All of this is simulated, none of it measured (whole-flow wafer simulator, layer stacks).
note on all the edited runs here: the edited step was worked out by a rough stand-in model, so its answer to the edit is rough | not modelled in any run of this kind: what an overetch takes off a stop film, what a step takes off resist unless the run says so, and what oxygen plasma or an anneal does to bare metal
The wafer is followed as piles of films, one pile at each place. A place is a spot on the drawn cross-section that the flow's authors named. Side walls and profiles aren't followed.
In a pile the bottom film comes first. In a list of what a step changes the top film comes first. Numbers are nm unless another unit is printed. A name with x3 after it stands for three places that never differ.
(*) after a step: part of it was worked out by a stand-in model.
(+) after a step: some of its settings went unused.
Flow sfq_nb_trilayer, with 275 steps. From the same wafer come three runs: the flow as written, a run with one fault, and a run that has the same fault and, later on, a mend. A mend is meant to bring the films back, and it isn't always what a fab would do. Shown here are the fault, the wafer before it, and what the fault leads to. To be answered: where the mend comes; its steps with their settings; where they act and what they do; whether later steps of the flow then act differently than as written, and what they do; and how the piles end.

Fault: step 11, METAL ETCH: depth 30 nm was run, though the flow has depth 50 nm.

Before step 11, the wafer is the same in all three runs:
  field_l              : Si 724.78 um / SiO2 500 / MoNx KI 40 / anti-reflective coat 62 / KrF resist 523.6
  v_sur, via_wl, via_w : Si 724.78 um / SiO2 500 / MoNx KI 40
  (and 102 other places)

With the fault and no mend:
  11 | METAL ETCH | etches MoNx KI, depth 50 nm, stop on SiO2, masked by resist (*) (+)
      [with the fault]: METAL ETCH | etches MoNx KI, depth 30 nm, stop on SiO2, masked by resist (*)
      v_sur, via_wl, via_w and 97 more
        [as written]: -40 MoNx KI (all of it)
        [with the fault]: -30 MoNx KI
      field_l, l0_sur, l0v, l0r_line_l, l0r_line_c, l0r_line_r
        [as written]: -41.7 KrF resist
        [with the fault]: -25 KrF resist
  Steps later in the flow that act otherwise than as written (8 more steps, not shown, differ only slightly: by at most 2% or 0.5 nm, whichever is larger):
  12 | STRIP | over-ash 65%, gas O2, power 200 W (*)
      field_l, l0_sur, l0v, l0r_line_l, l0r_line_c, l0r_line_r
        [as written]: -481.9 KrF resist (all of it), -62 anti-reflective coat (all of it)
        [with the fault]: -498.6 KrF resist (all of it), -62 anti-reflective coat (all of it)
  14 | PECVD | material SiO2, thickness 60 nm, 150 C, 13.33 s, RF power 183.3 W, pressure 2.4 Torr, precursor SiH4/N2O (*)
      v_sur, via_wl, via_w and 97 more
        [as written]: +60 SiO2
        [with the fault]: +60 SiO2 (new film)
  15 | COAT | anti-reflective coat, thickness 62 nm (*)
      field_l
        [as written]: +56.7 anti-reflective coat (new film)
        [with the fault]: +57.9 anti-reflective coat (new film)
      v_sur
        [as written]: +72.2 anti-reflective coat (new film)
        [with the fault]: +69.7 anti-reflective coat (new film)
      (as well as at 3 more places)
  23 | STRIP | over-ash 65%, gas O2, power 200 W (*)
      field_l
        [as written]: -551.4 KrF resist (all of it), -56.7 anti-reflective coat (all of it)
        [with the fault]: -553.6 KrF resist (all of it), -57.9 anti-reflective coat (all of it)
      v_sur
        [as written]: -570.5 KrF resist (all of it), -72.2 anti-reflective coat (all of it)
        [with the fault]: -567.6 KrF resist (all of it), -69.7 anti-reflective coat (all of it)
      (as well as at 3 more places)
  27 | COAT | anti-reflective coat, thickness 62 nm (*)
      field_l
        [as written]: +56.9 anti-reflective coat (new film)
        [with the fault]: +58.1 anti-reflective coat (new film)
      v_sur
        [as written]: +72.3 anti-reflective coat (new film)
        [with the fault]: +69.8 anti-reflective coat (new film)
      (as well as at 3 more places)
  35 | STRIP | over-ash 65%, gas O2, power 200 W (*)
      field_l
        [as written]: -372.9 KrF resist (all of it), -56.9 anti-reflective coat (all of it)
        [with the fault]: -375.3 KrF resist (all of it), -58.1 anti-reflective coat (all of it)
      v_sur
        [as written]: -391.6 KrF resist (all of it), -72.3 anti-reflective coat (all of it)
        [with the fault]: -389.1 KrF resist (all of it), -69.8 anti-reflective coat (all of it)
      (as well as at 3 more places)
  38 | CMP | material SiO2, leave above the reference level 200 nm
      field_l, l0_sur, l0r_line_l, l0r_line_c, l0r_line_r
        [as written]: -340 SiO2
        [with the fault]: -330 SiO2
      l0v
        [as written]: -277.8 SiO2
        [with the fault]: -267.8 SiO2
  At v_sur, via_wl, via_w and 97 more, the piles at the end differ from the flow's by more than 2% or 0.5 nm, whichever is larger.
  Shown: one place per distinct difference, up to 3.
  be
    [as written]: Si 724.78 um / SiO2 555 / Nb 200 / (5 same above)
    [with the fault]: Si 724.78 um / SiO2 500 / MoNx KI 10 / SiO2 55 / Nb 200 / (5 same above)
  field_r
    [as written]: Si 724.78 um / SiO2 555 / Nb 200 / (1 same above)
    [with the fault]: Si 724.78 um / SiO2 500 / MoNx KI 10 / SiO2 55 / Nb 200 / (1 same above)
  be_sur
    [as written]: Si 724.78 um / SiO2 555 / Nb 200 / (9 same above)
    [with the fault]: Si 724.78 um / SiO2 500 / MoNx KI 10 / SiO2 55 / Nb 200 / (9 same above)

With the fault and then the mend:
  After step 11 comes the mend.
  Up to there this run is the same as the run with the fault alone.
  11a | METAL ETCH | etches MoNx KI, depth 20 nm, stop on SiO2, masked by resist (+) (the flow's step 11, run once more with other settings)
      v_sur, via_wl, via_w and 97 more
        -10 MoNx KI (all of it)
      field_l, l0_sur, l0v, l0r_line_l, l0r_line_c, l0r_line_r
        -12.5 KrF resist
  Every later step of the flow that is run acts as written, at every place that is followed, to within 2% or 0.5 nm, whichever is larger.
  At every place that both follow, the piles at the end match the flow's.
